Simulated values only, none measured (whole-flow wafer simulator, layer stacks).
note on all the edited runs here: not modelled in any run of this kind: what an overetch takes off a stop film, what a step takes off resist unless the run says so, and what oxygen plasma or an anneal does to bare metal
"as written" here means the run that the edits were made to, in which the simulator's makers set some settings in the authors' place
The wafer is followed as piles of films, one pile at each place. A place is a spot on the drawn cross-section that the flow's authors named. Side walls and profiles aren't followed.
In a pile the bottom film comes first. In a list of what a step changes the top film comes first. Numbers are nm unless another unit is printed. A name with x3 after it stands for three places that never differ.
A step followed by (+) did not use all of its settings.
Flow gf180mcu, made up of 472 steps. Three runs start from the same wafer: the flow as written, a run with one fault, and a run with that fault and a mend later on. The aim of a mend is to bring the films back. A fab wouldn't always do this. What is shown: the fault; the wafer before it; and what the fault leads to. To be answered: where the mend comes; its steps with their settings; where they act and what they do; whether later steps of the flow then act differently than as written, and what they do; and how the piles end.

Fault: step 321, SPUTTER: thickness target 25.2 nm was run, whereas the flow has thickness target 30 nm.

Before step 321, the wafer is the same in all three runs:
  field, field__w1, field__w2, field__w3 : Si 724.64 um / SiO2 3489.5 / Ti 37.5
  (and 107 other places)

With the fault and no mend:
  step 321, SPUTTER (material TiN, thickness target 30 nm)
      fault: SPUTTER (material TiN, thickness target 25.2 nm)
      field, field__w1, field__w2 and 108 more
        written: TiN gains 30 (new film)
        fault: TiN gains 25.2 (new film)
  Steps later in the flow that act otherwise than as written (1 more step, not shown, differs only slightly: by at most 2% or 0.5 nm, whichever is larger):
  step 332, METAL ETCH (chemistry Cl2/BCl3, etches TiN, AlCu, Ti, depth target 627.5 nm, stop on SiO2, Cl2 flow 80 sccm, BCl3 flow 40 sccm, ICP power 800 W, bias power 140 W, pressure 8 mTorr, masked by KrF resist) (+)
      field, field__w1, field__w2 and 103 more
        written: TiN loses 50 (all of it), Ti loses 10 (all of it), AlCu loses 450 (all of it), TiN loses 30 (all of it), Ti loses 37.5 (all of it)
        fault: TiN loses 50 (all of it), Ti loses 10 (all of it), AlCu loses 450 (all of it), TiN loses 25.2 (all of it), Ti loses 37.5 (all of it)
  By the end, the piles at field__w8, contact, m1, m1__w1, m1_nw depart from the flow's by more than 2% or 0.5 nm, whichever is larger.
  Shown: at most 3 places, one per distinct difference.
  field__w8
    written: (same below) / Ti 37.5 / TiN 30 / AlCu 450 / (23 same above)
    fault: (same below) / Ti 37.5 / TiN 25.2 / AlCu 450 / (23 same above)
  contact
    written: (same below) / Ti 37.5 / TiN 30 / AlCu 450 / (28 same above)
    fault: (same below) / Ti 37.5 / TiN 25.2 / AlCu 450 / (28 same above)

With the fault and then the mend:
  The mend follows step 321.
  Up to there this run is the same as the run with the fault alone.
  step 321a, SPUTTER (material TiN, thickness target 4.8 nm) (the flow's step 321, run once more with other settings)
      field, field__w1, field__w2 and 108 more
        TiN gains 4.8
  Later steps of the flow that are run all act as written at every place that is followed.
  At every place that both follow, the piles at the end match the flow's.
